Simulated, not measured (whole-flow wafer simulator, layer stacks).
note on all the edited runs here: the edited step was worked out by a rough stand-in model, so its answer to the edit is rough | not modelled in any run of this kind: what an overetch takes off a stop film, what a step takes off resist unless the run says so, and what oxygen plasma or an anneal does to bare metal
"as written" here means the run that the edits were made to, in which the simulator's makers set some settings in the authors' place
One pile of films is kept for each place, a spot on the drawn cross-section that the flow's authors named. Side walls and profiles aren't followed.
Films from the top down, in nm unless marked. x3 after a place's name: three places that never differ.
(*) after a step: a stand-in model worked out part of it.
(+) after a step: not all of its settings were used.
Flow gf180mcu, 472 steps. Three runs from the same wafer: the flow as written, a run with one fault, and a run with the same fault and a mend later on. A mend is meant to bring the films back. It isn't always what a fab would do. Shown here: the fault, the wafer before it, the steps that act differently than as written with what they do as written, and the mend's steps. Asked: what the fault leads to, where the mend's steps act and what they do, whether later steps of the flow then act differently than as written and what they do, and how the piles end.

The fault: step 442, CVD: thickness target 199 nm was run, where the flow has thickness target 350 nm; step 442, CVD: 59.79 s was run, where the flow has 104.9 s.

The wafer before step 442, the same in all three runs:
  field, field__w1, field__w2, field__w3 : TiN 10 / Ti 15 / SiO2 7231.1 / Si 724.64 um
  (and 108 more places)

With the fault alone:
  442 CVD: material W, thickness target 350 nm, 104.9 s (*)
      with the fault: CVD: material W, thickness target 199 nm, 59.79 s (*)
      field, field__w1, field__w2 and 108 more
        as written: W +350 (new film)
        with the fault: W +200.8 (new film)
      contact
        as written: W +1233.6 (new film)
        with the fault: W +1084.4 (new film)
  Later steps of the flow that act differently than as written:
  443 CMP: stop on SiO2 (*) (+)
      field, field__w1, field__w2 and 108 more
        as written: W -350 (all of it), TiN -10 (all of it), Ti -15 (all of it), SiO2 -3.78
        with the fault: W -200.8 (all of it), TiN -10 (all of it), Ti -15 (all of it), SiO2 -2.28
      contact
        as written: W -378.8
        with the fault: W -228.1
  At the end the piles differ from the flow's only slightly at the places that both follow, by at most 2% or 0.5 nm, whichever is larger.

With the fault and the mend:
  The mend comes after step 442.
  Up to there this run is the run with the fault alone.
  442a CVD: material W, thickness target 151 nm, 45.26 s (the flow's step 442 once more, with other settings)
      field, field__w1, field__w2 and 109 more
        W +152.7
  No later step of the flow acts differently than as written, at any place that is followed, by more than 2% or 0.5 nm, whichever is larger.
  At the end the piles differ from the flow's only slightly at the places that both follow, by at most 2% or 0.5 nm, whichever is larger.
